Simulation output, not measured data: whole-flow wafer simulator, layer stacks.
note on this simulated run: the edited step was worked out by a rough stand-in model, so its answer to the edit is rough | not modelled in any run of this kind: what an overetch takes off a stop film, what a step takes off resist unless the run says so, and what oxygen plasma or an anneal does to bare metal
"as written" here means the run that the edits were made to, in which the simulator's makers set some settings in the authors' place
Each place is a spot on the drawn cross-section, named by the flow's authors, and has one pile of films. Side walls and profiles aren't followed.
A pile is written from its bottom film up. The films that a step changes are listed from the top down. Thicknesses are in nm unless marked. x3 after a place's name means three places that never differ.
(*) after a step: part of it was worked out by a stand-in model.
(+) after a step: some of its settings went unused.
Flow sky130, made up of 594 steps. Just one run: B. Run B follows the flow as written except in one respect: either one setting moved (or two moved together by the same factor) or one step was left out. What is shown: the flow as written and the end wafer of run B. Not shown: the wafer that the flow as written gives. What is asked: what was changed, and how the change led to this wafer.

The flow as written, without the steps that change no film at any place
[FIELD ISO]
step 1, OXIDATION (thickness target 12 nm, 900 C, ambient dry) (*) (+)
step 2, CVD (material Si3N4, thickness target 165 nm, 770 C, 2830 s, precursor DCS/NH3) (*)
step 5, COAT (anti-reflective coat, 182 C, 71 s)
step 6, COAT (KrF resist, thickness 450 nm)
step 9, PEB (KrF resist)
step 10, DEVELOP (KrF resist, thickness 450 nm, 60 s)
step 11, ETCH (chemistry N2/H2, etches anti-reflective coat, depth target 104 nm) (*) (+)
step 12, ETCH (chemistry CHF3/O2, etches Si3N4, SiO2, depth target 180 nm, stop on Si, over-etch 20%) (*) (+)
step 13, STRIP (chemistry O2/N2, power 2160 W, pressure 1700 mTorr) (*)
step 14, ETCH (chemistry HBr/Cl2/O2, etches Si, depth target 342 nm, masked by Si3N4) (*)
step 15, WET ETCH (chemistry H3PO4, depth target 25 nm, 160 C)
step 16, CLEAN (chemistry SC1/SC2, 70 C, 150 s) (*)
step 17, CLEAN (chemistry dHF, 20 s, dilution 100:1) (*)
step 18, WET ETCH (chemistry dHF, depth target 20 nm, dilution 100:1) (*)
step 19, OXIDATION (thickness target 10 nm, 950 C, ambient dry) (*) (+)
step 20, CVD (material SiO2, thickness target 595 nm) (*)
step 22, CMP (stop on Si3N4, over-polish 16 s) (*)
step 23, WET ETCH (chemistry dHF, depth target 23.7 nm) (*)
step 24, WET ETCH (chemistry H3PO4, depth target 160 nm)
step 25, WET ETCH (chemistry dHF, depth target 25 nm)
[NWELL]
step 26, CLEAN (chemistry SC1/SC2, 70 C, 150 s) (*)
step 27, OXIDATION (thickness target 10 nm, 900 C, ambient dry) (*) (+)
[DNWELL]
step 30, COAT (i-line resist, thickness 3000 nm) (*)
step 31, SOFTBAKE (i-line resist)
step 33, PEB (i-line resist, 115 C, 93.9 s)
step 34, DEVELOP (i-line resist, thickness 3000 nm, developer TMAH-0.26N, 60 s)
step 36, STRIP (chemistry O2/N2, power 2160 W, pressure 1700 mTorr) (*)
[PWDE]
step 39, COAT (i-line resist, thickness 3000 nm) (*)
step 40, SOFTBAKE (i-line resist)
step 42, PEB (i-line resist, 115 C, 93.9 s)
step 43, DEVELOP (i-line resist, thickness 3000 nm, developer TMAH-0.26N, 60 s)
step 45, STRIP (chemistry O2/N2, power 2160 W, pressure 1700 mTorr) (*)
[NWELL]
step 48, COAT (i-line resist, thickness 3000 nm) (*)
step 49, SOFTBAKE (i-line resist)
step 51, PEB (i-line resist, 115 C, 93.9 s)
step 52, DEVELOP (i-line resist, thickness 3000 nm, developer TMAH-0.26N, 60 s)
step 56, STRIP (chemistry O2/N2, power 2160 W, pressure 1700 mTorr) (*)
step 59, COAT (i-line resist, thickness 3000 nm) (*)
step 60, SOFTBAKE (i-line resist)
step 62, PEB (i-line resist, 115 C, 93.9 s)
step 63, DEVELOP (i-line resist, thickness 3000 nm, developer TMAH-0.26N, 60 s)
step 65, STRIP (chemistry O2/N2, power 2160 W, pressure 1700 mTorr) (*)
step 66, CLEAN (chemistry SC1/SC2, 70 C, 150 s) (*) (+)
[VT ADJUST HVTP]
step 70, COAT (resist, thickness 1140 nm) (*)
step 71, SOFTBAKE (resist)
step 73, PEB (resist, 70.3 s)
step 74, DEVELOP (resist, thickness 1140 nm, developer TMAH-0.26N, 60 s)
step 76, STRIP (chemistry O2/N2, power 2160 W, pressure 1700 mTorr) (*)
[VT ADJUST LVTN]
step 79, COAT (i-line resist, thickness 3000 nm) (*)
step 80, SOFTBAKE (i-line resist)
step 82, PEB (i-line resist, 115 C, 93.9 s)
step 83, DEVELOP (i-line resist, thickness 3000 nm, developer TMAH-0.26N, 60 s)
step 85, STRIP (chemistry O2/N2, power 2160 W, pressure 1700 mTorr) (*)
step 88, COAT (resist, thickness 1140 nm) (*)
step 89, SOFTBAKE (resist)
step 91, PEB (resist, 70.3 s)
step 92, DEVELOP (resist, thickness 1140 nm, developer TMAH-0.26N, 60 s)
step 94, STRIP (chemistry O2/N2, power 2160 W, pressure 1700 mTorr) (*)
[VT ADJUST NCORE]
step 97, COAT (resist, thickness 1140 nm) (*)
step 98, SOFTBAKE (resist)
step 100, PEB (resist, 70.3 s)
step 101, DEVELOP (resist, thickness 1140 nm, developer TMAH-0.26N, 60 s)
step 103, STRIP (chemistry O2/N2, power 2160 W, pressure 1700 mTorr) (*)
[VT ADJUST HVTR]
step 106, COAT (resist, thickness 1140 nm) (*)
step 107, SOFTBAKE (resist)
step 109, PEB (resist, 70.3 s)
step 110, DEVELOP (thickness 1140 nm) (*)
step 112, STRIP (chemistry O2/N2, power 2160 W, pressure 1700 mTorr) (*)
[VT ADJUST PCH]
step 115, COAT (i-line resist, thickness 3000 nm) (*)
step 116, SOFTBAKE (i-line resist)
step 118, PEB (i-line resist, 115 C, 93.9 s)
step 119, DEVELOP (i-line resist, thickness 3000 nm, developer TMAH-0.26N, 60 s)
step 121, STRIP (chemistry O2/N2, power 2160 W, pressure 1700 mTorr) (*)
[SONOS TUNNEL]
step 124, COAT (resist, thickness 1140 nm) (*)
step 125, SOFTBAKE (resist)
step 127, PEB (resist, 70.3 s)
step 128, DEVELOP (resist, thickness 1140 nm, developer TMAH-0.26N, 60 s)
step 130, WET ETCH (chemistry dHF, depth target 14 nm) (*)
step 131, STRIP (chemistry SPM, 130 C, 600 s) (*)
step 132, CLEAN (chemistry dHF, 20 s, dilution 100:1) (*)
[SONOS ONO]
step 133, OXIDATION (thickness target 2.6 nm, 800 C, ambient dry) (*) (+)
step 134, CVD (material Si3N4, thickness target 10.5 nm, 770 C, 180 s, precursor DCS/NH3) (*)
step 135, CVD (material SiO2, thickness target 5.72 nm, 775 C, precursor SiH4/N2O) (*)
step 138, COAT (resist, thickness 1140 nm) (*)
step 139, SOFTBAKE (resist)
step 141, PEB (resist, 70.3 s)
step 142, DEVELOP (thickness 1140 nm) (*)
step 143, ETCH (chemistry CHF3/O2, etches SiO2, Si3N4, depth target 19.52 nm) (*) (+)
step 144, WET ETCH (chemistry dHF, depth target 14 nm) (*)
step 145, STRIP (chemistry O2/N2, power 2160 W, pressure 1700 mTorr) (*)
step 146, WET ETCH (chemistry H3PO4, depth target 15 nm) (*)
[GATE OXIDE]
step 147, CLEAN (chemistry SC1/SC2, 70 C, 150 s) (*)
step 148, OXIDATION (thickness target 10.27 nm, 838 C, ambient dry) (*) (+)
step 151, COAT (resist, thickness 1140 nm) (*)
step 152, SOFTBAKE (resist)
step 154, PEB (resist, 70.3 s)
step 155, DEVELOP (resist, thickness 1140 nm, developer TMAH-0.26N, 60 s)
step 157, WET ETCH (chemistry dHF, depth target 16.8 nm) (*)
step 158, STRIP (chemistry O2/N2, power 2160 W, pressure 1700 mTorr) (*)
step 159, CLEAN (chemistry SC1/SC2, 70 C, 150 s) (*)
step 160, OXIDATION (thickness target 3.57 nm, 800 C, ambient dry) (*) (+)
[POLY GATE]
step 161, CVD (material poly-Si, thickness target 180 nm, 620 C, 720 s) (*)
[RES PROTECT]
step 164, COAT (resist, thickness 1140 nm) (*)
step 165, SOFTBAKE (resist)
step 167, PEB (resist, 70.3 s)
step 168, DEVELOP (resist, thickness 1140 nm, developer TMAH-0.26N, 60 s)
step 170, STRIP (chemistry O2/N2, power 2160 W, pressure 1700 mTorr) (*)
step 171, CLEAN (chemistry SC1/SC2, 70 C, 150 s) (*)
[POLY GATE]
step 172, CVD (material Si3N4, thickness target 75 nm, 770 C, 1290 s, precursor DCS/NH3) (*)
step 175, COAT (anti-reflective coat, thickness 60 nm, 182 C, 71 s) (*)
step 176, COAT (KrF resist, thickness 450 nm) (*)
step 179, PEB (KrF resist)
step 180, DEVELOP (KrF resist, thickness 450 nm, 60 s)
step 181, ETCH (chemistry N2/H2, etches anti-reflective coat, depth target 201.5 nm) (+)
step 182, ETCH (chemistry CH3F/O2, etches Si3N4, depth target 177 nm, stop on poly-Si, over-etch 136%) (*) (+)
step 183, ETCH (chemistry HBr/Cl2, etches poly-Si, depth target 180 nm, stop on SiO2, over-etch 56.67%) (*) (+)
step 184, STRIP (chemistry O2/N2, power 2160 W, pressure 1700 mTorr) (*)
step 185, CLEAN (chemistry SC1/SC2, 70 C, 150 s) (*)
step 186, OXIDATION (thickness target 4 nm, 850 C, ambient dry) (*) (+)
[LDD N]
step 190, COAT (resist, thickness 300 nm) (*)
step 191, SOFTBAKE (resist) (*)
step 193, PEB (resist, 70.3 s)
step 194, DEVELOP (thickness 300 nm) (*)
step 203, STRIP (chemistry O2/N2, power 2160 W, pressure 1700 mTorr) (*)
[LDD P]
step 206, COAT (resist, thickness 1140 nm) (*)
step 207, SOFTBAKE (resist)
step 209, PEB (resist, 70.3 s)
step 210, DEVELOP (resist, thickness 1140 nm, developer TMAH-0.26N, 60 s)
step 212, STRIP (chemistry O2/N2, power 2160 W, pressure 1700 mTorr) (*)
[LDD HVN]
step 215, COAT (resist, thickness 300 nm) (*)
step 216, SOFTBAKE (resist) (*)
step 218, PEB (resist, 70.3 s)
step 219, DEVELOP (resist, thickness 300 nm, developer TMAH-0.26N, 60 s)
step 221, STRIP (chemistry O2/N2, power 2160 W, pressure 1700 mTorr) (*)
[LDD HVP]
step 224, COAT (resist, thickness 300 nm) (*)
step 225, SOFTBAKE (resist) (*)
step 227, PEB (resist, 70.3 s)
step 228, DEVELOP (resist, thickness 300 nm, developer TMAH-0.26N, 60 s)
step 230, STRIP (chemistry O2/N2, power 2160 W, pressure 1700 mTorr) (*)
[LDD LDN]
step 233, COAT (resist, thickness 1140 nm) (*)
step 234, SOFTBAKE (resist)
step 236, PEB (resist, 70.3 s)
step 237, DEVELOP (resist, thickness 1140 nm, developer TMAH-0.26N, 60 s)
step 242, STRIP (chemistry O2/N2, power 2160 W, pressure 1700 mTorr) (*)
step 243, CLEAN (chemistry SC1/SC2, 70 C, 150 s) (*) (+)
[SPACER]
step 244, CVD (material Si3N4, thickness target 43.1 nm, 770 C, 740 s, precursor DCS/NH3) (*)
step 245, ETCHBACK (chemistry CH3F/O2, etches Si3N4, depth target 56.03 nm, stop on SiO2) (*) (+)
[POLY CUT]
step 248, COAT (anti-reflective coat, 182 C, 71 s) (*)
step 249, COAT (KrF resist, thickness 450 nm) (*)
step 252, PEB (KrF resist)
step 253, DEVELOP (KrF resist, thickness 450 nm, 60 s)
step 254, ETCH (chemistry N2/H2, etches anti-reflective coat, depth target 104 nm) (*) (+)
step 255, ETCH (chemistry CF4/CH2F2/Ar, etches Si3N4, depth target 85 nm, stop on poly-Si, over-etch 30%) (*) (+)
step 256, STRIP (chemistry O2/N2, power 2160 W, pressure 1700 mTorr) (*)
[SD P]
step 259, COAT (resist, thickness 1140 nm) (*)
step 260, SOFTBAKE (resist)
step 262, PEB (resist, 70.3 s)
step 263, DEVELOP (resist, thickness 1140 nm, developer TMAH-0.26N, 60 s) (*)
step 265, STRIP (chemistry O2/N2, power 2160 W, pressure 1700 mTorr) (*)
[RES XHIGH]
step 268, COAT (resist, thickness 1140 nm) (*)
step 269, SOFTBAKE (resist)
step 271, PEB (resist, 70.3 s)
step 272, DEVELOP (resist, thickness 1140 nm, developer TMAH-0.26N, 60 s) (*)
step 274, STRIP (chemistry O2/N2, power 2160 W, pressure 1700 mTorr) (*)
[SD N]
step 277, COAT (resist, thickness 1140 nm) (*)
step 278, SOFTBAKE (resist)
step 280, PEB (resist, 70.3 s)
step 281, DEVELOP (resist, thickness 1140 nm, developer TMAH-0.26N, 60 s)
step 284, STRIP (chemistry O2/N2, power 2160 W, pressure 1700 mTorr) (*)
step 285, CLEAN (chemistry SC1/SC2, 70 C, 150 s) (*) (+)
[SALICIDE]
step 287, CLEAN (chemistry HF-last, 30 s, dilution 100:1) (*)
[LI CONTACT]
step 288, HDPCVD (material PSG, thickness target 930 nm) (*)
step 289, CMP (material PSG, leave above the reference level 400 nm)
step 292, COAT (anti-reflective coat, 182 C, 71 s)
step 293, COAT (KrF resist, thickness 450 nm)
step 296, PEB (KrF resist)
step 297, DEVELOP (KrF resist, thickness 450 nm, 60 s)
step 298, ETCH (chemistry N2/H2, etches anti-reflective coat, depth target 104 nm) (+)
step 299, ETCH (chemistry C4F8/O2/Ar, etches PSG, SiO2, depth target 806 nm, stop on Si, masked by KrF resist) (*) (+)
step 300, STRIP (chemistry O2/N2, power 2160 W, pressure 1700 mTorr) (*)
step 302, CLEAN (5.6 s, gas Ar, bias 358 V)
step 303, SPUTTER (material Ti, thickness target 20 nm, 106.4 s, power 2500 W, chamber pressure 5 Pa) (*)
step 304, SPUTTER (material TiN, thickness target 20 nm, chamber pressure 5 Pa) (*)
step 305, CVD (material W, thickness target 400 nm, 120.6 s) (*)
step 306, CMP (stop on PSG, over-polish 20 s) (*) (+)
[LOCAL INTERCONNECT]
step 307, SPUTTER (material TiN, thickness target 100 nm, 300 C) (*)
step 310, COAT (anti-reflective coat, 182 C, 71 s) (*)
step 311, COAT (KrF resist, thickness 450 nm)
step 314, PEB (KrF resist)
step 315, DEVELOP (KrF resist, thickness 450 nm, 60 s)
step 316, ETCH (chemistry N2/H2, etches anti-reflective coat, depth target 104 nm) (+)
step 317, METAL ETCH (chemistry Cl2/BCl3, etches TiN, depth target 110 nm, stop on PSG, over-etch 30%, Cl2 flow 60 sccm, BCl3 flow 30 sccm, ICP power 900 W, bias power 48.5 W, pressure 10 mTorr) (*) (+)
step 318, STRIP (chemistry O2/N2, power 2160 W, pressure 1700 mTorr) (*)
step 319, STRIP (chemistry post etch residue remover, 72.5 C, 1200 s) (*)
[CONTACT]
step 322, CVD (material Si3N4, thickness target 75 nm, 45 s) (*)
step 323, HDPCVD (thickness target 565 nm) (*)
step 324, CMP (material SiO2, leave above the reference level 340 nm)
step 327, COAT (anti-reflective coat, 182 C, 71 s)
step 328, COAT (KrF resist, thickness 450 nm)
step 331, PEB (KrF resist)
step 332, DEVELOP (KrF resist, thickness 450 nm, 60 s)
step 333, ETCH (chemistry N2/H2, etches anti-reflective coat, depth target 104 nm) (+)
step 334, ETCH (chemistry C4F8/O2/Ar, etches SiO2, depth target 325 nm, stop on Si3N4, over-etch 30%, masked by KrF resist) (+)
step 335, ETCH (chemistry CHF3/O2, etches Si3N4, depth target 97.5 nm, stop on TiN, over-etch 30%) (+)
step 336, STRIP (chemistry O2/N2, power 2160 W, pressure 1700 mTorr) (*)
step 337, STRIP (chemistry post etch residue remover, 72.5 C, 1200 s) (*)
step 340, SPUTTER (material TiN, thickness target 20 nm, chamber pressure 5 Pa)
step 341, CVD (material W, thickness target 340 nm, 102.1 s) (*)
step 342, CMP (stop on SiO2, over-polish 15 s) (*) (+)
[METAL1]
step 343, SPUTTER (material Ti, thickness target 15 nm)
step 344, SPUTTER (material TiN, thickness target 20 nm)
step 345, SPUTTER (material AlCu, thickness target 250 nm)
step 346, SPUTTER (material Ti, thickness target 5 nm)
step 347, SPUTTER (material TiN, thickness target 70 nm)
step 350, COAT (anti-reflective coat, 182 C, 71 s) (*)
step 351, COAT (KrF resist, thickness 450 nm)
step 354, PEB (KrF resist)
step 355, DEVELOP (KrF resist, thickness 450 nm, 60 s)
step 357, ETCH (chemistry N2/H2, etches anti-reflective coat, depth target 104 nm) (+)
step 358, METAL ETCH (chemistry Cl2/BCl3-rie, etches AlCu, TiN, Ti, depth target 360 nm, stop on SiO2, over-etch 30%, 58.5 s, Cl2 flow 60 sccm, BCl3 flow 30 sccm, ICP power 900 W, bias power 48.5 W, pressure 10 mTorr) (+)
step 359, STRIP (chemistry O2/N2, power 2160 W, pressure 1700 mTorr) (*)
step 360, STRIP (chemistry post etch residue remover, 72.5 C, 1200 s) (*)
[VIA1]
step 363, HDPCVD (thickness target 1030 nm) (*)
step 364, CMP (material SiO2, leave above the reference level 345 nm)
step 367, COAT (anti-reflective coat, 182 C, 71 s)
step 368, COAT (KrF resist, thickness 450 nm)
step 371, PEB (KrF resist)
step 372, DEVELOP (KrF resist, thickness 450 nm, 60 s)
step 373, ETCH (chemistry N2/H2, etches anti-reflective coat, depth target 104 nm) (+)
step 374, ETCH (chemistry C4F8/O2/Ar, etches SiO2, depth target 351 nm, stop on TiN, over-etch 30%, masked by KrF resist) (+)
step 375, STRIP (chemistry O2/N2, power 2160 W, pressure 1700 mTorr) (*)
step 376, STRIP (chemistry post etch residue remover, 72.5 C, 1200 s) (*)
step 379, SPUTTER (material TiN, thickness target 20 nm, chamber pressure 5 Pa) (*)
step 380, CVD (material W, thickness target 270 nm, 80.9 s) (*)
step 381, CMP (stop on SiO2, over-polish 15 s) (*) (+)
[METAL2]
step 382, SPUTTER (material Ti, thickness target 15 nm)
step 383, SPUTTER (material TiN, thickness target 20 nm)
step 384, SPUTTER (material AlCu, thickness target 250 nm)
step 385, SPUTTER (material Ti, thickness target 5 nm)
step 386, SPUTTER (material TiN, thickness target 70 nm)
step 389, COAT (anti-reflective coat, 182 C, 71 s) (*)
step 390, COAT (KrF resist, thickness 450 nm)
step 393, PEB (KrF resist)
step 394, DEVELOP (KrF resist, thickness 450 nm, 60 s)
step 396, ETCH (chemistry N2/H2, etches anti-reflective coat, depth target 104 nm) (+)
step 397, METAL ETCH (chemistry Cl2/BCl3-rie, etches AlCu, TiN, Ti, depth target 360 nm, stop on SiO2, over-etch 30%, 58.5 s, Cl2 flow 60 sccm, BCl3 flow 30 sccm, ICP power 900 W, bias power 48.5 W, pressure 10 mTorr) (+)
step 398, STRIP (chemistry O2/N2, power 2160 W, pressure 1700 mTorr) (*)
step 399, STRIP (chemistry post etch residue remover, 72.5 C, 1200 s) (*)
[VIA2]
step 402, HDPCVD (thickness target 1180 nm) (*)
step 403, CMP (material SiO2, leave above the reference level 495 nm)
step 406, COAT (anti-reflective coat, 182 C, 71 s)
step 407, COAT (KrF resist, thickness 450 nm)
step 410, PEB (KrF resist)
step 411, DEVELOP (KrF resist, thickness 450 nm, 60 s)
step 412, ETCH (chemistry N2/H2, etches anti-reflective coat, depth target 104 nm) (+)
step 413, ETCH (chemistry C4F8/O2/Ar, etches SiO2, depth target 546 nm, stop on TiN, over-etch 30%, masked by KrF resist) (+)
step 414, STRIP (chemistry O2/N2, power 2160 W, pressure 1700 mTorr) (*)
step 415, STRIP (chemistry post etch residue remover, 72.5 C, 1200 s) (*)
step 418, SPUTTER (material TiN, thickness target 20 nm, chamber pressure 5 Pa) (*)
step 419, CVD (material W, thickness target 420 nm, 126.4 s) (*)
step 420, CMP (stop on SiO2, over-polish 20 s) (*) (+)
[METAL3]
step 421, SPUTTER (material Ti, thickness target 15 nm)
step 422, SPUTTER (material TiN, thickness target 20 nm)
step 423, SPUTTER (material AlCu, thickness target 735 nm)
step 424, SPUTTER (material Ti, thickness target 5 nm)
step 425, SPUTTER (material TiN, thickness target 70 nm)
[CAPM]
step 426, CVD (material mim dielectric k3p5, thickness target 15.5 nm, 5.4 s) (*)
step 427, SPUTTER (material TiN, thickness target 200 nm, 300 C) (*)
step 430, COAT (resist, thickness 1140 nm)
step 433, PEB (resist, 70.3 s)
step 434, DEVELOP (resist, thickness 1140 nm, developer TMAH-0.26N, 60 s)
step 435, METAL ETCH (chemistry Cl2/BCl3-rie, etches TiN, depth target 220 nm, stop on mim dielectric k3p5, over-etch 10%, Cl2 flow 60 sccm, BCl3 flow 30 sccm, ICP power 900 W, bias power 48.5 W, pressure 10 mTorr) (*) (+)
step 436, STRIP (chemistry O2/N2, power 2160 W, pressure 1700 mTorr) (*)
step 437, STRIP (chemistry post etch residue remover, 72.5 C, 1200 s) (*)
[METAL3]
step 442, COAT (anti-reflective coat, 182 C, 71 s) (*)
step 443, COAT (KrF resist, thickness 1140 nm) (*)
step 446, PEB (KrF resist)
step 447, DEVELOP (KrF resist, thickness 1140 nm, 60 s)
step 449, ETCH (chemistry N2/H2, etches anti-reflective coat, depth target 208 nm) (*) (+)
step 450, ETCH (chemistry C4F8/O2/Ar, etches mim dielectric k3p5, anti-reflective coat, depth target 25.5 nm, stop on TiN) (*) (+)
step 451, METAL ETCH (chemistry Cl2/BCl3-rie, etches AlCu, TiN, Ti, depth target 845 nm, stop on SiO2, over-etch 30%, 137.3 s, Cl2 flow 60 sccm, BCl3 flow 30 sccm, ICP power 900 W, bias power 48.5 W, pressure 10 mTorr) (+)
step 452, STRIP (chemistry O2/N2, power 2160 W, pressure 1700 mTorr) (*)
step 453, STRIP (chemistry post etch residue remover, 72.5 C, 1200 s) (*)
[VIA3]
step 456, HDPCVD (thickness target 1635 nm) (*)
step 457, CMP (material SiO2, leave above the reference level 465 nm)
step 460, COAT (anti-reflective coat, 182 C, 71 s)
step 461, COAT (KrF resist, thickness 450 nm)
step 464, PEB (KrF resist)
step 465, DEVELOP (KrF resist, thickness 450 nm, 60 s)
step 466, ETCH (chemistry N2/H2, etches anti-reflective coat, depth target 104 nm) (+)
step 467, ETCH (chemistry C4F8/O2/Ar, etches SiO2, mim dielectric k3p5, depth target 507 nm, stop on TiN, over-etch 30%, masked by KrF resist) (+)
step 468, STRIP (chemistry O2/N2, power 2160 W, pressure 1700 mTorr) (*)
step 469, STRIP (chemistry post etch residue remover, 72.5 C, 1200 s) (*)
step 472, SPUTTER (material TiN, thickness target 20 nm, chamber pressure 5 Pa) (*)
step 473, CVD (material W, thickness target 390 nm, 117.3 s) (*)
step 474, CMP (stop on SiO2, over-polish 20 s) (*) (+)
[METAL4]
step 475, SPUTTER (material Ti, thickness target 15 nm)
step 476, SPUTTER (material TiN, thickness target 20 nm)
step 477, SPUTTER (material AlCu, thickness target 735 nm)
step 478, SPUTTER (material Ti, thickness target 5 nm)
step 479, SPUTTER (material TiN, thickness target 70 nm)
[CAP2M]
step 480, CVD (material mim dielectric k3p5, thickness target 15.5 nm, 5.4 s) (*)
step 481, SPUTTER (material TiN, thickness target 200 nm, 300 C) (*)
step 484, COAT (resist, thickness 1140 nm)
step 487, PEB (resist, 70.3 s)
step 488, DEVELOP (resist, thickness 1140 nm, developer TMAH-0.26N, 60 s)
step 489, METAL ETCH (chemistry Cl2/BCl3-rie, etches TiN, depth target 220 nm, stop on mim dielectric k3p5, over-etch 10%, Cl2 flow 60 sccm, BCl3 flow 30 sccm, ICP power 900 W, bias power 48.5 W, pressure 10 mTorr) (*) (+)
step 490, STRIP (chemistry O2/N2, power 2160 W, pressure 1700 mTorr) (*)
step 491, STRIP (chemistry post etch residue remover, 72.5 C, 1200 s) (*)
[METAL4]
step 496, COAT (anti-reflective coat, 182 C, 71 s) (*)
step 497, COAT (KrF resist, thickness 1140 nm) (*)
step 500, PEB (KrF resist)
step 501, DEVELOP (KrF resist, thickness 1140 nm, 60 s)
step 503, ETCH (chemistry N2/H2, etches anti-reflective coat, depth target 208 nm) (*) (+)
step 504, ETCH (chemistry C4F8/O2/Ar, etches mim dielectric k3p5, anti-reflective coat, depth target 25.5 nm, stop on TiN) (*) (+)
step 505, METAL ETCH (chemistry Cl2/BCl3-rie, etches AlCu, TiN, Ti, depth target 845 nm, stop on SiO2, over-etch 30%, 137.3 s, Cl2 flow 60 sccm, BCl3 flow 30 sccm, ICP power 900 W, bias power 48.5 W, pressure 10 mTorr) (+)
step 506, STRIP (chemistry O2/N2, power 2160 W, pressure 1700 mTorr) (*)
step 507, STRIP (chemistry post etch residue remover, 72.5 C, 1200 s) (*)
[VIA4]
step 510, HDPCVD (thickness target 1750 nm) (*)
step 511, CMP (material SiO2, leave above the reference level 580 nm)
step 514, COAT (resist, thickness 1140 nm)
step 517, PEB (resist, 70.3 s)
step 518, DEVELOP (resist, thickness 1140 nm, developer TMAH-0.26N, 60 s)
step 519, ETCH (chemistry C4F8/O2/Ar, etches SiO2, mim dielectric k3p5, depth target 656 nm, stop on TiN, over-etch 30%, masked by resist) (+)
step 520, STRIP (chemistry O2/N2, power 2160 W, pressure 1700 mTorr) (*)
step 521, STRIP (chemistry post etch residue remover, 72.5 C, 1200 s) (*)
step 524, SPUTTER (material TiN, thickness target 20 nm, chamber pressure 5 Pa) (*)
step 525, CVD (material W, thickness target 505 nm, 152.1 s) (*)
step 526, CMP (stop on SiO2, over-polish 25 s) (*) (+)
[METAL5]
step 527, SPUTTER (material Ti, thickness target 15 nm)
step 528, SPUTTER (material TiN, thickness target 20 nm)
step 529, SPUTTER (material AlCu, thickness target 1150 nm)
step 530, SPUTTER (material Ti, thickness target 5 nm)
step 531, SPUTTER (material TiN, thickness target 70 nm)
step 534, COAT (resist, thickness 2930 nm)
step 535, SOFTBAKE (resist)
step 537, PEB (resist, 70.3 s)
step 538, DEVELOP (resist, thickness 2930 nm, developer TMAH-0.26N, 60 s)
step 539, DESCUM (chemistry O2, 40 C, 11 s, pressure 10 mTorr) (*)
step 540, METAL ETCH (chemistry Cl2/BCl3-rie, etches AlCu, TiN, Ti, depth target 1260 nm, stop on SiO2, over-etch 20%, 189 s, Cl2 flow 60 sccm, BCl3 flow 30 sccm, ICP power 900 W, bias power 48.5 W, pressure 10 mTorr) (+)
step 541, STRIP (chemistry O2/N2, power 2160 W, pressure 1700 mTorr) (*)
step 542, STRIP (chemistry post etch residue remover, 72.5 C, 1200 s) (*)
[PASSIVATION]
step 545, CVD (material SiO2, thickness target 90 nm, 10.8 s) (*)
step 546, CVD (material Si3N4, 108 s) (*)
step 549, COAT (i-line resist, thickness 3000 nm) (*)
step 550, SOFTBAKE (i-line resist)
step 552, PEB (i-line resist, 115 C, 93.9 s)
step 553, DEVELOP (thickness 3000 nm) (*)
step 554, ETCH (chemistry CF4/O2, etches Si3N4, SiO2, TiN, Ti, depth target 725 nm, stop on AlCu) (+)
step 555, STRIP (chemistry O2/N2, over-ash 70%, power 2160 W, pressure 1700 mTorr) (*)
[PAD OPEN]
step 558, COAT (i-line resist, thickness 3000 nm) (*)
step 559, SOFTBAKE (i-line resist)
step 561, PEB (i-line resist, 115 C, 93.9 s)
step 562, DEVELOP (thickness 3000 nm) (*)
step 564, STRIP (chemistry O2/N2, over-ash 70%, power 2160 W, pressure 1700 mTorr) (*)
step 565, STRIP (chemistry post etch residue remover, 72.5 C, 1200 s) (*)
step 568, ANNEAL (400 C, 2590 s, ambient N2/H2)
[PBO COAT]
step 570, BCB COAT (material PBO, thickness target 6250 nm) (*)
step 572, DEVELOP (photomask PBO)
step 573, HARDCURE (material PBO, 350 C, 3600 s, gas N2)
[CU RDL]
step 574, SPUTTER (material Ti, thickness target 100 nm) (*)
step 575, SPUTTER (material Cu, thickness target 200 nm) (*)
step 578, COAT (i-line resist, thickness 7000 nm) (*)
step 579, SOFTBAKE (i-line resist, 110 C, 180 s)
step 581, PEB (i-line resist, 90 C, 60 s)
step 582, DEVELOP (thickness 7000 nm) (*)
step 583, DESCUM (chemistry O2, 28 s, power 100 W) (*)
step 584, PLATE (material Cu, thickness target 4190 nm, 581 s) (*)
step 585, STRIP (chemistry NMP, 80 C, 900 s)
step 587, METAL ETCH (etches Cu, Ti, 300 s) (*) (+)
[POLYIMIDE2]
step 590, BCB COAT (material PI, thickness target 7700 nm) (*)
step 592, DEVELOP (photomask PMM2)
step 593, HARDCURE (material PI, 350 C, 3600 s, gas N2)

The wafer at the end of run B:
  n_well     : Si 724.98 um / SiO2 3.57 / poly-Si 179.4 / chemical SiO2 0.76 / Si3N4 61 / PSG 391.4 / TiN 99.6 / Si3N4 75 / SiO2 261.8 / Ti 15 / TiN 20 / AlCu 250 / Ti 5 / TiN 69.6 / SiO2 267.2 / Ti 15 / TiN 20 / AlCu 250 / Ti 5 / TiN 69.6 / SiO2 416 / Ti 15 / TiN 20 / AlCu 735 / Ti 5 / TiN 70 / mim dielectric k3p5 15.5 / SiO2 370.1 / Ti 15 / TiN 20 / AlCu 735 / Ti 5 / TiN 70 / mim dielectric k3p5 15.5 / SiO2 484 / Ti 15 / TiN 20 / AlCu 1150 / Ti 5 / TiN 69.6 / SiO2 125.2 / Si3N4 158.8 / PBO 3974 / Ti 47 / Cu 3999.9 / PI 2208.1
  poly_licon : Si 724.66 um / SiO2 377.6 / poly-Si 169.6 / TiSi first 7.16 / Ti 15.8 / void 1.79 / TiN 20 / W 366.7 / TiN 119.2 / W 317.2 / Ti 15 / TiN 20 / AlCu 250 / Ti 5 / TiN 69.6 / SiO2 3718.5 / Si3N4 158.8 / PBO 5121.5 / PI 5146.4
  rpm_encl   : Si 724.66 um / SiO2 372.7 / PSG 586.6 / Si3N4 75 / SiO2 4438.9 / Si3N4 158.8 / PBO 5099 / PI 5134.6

The reason: step 574, SPUTTER: thickness target 47 nm was run, though the flow has thickness target 100 nm.
The wafer lets one read it off: n_well has Ti 47, and step 574 as written asks for 100 nm.

Step by step, how the change led to this:
  step 574, SPUTTER (material Ti, thickness target 100 nm) (*)
      field, active, n_well and 190 more: +47 Ti (new film) (as written it would have been: +100 Ti (new film))
  step 587, METAL ETCH (etches Cu, Ti, 300 s) (*) (+)
      field, active, gate and 167 more: -200 Cu (all of it), -47 Ti (all of it) (as written it would have been: -200 Cu (all of it), -100 Ti (all of it))
  step 590, BCB COAT (material PI, thickness target 7700 nm) (*)
      de16_gate_nw: +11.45 um PI (new film) (as written it would have been: +11.5 um PI (new film))
